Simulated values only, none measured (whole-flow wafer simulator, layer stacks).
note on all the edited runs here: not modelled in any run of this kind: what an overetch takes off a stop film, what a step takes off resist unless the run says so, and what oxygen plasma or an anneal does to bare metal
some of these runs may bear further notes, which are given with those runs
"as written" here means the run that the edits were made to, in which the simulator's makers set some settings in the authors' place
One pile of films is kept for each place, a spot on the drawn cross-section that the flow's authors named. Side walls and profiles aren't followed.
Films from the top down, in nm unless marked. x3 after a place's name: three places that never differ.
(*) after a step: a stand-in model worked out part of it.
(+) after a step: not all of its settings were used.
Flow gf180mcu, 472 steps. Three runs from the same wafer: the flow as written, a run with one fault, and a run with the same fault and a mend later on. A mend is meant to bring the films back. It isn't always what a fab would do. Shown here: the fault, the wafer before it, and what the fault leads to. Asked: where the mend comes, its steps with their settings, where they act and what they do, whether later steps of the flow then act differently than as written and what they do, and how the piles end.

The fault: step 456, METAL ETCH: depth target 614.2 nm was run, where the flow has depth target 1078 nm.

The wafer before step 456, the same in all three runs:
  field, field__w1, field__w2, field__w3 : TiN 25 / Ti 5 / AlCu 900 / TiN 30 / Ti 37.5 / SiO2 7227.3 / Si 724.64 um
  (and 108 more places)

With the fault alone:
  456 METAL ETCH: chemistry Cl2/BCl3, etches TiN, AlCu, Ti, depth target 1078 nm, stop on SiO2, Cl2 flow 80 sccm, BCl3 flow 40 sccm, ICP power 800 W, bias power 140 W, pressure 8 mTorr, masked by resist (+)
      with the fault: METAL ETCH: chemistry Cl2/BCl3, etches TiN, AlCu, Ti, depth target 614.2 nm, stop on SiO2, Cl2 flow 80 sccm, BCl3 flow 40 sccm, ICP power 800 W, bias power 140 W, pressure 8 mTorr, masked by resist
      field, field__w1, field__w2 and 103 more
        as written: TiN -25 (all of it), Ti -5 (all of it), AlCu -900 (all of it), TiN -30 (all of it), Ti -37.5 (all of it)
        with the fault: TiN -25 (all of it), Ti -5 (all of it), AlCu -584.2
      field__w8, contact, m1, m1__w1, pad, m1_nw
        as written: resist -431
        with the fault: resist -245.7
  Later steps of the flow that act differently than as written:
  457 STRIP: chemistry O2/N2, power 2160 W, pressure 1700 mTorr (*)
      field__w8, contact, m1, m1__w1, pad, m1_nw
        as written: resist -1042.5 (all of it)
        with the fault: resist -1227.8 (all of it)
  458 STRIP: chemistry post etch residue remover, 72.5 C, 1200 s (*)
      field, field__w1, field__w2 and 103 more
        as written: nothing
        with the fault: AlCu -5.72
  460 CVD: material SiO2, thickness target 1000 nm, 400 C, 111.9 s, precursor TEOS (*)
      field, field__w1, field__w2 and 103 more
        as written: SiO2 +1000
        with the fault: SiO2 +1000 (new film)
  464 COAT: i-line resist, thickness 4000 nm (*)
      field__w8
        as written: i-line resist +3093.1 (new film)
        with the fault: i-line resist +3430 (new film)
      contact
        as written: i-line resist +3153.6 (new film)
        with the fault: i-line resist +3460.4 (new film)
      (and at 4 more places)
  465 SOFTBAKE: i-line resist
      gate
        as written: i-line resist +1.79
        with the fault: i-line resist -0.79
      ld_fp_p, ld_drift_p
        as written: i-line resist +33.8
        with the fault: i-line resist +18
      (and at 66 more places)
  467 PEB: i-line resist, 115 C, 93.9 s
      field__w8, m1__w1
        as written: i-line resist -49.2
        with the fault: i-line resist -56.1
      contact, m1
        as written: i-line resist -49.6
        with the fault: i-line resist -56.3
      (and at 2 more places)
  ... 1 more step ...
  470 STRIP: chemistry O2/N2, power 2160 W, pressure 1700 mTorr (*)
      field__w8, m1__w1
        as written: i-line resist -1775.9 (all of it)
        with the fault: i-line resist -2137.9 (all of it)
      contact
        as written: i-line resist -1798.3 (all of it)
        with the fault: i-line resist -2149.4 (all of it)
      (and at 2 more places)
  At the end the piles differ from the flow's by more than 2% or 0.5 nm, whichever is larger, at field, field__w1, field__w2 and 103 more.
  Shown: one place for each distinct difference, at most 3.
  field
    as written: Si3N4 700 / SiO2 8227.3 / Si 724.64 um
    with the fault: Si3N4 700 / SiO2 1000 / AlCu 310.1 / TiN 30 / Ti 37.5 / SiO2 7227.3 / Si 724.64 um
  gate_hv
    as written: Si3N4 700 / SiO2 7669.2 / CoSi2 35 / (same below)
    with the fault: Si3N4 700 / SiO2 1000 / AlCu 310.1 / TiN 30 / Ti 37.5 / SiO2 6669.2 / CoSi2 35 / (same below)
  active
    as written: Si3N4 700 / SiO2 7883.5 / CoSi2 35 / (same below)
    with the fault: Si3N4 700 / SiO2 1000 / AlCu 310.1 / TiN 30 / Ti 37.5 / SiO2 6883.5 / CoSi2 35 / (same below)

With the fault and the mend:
  The mend comes after step 456.
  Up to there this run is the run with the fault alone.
  456a METAL ETCH: chemistry Cl2/BCl3, etches TiN, AlCu, Ti, depth target 463.3 nm, stop on SiO2, Cl2 flow 80 sccm, BCl3 flow 40 sccm, ICP power 800 W, bias power 140 W, pressure 8 mTorr, masked by resist (+) (the flow's step 456 once more, with other settings)
      field, field__w1, field__w2 and 103 more
        AlCu -315.8 (all of it), TiN -30 (all of it), Ti -37.5 (all of it)
      field__w8, contact, m1, m1__w1, pad, m1_nw
        resist -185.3
  No later step of the flow acts differently than as written at any place that is followed.
  At the end the piles are the same as the flow's at every place that both follow.
